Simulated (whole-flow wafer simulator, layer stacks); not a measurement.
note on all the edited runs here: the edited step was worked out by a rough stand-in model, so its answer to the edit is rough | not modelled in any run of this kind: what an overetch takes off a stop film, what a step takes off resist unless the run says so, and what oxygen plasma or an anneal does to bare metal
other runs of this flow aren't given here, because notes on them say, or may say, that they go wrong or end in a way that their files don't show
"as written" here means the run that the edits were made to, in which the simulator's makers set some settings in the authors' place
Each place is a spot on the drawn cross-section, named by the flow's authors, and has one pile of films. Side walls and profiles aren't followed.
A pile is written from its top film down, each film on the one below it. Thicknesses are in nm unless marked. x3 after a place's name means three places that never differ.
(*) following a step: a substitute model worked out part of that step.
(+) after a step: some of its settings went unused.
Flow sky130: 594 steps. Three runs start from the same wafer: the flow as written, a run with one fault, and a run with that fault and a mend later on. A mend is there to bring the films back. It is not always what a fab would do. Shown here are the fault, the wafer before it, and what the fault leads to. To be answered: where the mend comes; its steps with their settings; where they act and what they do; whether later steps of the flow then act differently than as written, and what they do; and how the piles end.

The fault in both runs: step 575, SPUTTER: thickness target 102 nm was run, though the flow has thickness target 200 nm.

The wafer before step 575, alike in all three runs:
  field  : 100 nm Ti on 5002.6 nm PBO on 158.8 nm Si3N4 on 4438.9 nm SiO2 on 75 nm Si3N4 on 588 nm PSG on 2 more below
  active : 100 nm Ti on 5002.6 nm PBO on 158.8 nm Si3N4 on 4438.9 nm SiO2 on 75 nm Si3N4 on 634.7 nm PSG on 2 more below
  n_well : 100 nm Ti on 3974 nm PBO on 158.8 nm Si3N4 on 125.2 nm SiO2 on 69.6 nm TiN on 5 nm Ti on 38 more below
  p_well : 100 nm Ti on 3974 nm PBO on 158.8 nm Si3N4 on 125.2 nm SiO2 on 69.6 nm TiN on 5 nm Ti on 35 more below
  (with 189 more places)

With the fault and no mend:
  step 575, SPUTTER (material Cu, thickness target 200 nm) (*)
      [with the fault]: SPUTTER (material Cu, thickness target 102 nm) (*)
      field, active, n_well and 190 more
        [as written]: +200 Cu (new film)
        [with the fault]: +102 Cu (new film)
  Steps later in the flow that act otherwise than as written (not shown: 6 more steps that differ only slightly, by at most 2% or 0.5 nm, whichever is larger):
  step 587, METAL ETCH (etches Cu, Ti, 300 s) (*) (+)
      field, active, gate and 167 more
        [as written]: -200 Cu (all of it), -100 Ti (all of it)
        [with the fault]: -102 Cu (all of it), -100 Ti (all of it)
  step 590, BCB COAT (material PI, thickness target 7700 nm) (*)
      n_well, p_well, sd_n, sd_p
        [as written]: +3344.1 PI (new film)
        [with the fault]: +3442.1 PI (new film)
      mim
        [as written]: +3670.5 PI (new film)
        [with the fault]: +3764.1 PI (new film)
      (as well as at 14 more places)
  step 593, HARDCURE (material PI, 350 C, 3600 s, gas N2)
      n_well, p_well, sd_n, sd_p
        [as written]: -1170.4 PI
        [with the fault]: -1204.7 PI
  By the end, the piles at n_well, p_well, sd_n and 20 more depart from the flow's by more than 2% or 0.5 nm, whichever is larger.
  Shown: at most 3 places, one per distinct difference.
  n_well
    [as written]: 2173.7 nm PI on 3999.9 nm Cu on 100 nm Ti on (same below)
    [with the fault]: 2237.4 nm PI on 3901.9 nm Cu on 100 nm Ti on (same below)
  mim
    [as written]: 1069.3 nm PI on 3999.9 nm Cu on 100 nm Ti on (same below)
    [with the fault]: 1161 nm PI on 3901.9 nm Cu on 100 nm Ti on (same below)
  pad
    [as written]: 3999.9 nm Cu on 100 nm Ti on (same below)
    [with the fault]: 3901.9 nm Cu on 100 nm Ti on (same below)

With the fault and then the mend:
  The mend follows step 582.
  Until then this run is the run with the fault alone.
  step 582a, STRIP (chemistry NMP, 80 C, 900 s)
      wcut_nhv, wcut_phv, wcut_fox_pw and 23 more
        -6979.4 i-line resist (all of it)
      mim_edge_plate_strap, mim_edge_plate, mim_edge_gap, mim_edge_gap_sheet, vpp_l1ln, dnw_fox
        -6980.8 i-line resist (all of it)
      gate_len, gate_lvt_sd_len, gate_p_sd_len, gate_p_hvt_sd_len, gate_p_lvt_sd_len, gate_len_250
        -6982 i-line resist (all of it)
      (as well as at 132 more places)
  step 582b, SPUTTER (material Cu, thickness target 98 nm) (*) (the flow's step 575 again, with other settings)
      field, active, n_well and 190 more
        +98 Cu
  step 582c, HMDS (120 C, 60 s) (the flow's step 577 again)
      does not change any film at any place that is followed
  step 582d, COAT (i-line resist, thickness 7000 nm) (*) (the flow's step 578 again)
      dice_street, wcut_nhv, wcut_phv and 18 more
        +7000 i-line resist (new film)
      poly_ln, iso_pw_fox, gate_lvt_sd, active_lvt, spacer_lvt, sonos_sd, sonos_cell_x, sonos_guard_x
        +7003.2 i-line resist (new film)
      vpp_iso2, mim_edge_plate_strap, mim_edge_plate, mim_edge_gap, mim_edge_gap_sheet, gate_hv_nvt, de16_nw_sti
        +7001.4 i-line resist (new film)
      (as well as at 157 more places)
  step 582e, SOFTBAKE (i-line resist, 110 C, 180 s) (the flow's step 579 again)
      de16_gate_pw, de16_pw_fp, de16_pw_sti, de16_psrc_nw
        -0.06 i-line resist
      field, active_lvt
        +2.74 i-line resist
      mim, vcap_hvt
        -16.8 i-line resist
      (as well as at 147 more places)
  step 582f, EXPOSE (photomask CU1M) (the flow's step 580 again)
      does not change any film at any place that is followed
  step 582g, PEB (i-line resist, 90 C, 60 s) (the flow's step 581 again)
      field, active, n_well and 134 more
        -0.07 i-line resist
      pad
        -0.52 i-line resist
  step 582h, DEVELOP (thickness 7000 nm) (*) (the flow's step 582 again)
      field, active, gate and 167 more
        -20.6 i-line resist
      n_well, p_well, sd_n, sd_p
        -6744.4 i-line resist (all of it)
      dep_nw_sti, dep_ntap_nw, de16_nw_sti
        -7000.7 i-line resist (all of it)
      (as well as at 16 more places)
  None of the later steps of the flow acts differently than as written at any place that is followed.
  The piles end the same as the flow's at every place that both follow.
